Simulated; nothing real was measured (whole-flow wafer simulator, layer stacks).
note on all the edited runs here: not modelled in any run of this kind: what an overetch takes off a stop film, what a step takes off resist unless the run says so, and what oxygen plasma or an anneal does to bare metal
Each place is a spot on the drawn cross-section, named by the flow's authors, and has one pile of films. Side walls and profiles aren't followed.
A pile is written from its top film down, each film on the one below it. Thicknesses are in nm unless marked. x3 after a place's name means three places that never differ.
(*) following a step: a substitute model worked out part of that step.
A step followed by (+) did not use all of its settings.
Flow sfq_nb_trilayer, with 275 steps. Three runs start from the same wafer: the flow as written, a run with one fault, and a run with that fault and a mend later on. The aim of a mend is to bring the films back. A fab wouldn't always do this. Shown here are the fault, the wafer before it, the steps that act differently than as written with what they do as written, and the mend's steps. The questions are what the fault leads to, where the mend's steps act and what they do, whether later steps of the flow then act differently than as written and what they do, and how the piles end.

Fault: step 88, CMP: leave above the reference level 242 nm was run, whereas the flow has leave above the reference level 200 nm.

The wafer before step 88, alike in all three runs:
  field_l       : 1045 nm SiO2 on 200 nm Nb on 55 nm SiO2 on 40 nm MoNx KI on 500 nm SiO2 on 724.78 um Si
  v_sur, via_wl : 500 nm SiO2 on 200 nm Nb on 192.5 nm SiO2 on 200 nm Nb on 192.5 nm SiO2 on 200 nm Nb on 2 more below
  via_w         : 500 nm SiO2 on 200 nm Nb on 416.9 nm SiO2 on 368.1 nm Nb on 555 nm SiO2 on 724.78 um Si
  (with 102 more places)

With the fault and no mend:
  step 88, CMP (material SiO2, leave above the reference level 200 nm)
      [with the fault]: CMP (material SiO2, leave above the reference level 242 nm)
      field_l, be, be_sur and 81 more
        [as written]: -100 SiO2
        [with the fault]: -58 SiO2
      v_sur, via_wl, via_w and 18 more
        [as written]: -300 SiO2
        [with the fault]: -258 SiO2
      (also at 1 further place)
  Steps later in the flow that act otherwise than as written (3 other steps are not shown; they differ only slightly, by no more than 2% or 0.5 nm, whichever is larger):
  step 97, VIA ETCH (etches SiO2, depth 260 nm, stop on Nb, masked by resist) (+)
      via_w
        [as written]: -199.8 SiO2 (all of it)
        [with the fault]: -241.8 SiO2 (all of it)
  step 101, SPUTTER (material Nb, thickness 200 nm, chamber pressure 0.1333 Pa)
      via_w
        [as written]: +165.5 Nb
        [with the fault]: +156.6 Nb
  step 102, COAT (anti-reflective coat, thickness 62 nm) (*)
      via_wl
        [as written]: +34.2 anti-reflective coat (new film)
        [with the fault]: +32.5 anti-reflective coat (new film)
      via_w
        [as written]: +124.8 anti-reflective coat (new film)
        [with the fault]: +133.8 anti-reflective coat (new film)
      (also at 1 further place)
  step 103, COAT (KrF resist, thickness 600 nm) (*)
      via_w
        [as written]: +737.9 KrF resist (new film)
        [with the fault]: +772.8 KrF resist (new film)
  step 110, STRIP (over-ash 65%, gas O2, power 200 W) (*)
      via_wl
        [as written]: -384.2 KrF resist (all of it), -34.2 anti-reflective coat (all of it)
        [with the fault]: -380.4 KrF resist (all of it), -32.5 anti-reflective coat (all of it)
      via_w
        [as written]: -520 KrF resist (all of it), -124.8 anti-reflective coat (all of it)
        [with the fault]: -554.8 KrF resist (all of it), -133.8 anti-reflective coat (all of it)
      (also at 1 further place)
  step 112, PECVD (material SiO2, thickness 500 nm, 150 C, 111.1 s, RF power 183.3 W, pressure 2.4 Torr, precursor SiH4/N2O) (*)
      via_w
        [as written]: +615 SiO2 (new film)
        [with the fault]: +666 SiO2 (new film)
  The piles end different from the flow's at v_sur, via_wl, via_w and 74 more by more than 2% or 0.5 nm, whichever is larger.
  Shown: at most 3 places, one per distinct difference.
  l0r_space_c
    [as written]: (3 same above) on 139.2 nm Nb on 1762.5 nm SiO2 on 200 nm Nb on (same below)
    [with the fault]: (3 same above) on 139.2 nm Nb on 1804.5 nm SiO2 on 200 nm Nb on (same below)
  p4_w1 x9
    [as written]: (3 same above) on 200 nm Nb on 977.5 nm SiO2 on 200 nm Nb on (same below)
    [with the fault]: (3 same above) on 200 nm Nb on 1019.5 nm SiO2 on 200 nm Nb on (same below)
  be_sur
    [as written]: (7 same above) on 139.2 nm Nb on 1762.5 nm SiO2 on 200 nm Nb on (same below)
    [with the fault]: (7 same above) on 139.2 nm Nb on 1804.5 nm SiO2 on 200 nm Nb on (same below)

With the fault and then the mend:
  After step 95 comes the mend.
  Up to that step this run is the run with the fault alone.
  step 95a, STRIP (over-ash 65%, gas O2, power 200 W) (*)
      field_l, v_sur, via_wl and 102 more
        -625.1 KrF resist (all of it), -62 anti-reflective coat (all of it)
      via_w
        -62 anti-reflective coat (all of it)
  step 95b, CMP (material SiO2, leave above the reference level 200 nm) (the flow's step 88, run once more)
      field_l, v_sur, via_wl and 103 more
        -42 SiO2
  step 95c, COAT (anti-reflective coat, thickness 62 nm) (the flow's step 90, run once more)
      field_l, v_sur, via_wl and 103 more
        +62 anti-reflective coat (new film)
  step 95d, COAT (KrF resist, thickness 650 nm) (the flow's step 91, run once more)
      field_l, v_sur, via_wl and 103 more
        +650 KrF resist (new film)
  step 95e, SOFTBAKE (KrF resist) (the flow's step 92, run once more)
      does not change any film at any place that is followed
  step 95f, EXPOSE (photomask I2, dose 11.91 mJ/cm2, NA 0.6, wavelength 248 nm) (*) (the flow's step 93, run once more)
      does not change any film at any place that is followed
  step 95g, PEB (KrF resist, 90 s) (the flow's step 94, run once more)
      field_l, v_sur, via_wl and 103 more
        -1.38 KrF resist
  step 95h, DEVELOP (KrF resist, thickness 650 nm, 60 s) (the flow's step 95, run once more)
      field_l, v_sur, via_wl and 102 more
        -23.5 KrF resist
      via_w
        -648.6 KrF resist (all of it)
  Every later step of the flow that is run acts as written at every place that is followed.
  By the end, the piles equal the flow's at every place that both follow.
